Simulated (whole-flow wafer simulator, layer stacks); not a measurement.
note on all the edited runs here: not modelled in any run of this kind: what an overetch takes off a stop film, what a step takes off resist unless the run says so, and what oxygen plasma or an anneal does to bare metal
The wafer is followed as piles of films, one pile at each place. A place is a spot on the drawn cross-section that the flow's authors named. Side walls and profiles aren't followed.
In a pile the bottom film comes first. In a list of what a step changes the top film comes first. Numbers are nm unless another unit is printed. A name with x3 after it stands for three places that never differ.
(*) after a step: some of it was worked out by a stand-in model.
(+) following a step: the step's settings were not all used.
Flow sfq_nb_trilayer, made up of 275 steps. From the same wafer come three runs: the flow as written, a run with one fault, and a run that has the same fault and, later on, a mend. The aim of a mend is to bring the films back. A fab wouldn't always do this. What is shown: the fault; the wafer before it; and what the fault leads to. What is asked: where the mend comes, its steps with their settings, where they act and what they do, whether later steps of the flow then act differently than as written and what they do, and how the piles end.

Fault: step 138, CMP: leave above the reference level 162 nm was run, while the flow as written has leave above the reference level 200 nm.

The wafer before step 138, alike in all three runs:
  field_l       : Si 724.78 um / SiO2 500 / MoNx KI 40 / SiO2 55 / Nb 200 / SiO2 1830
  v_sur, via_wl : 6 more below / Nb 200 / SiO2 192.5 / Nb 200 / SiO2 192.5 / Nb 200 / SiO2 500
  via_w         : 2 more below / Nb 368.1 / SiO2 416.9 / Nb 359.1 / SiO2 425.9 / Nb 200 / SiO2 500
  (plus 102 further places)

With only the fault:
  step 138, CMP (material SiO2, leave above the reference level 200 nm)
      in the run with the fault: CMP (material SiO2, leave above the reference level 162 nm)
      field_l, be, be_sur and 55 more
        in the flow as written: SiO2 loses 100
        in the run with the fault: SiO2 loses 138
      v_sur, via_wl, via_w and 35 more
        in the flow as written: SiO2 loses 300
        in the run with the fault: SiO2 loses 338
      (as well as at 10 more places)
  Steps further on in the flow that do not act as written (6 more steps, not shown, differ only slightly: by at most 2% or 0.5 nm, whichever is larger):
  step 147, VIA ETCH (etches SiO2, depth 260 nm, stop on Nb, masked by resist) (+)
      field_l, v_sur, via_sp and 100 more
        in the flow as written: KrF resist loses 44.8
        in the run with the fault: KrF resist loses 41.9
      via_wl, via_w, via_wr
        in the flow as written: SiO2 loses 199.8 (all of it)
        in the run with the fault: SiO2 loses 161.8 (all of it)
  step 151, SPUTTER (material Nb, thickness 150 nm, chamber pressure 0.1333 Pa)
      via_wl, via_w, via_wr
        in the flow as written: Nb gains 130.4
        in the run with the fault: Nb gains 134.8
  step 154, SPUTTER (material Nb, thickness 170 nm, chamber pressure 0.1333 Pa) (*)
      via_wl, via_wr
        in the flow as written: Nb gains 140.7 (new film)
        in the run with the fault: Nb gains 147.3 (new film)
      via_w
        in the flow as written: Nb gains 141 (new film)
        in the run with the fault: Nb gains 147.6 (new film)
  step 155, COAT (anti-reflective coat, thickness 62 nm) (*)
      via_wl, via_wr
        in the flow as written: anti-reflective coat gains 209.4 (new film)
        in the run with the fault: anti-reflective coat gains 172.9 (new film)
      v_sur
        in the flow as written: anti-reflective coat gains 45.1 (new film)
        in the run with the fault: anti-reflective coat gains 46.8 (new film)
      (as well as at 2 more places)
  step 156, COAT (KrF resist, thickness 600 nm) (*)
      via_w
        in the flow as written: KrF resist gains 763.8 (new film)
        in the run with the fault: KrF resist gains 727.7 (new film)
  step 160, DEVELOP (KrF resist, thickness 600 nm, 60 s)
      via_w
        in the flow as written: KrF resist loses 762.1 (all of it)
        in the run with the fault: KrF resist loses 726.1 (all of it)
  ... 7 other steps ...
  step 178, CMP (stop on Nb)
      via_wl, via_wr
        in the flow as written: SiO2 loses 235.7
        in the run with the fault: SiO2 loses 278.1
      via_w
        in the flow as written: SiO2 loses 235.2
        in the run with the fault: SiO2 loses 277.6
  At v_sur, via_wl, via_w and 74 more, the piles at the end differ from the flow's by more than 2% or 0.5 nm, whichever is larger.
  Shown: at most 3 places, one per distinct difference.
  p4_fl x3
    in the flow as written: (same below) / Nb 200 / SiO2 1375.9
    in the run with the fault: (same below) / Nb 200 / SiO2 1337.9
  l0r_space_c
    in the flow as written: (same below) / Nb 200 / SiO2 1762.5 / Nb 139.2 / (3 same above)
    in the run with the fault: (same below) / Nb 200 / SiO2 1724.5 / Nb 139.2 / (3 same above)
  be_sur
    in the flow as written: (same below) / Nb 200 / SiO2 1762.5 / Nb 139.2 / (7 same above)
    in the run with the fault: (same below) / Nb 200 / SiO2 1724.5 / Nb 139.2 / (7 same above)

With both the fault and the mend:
  The mend stands after step 145.
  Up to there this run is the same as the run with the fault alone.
  step 145a, STRIP (over-ash 65%, gas O2, power 200 W) (*)
      field_l, v_sur, via_sp and 100 more
        KrF resist loses 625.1 (all of it), anti-reflective coat loses 62 (all of it)
      via_wl, via_w, via_wr
        anti-reflective coat loses 62 (all of it)
  step 145b, PECVD (material SiO2, thickness 38 nm, 150 C, 8.444 s, RF power 183.3 W, pressure 2.4 Torr, precursor SiH4/N2O) (the flow's step 137 again, with other settings)
      field_l, v_sur, via_wl and 103 more
        SiO2 gains 38
  step 145c, COAT (anti-reflective coat, thickness 62 nm) (the flow's step 140 again)
      field_l, v_sur, via_wl and 103 more
        anti-reflective coat gains 62 (new film)
  step 145d, COAT (KrF resist, thickness 650 nm) (the flow's step 141 again)
      field_l, v_sur, via_wl and 103 more
        KrF resist gains 650 (new film)
  step 145e, SOFTBAKE (KrF resist) (the flow's step 142 again)
      does not change any film at any place that is followed
  step 145f, EXPOSE (photomask I4, dose 11.93 mJ/cm2, NA 0.6, wavelength 248 nm) (*) (the flow's step 143 again)
      does not change any film at any place that is followed
  step 145g, PEB (KrF resist, 90 s) (the flow's step 144 again)
      field_l, v_sur, via_wl and 103 more
        KrF resist loses 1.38
  step 145h, DEVELOP (KrF resist, thickness 650 nm, 60 s) (the flow's step 145 again)
      field_l, v_sur, via_sp and 100 more
        KrF resist loses 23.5
      via_wl, via_w, via_wr
        KrF resist loses 648.6 (all of it)
  Later steps of the flow that are run all act as written at every place that is followed, up to a difference of at most 2% or 0.5 nm, whichever is larger.
  The piles end the same as the flow's at every place that both follow.
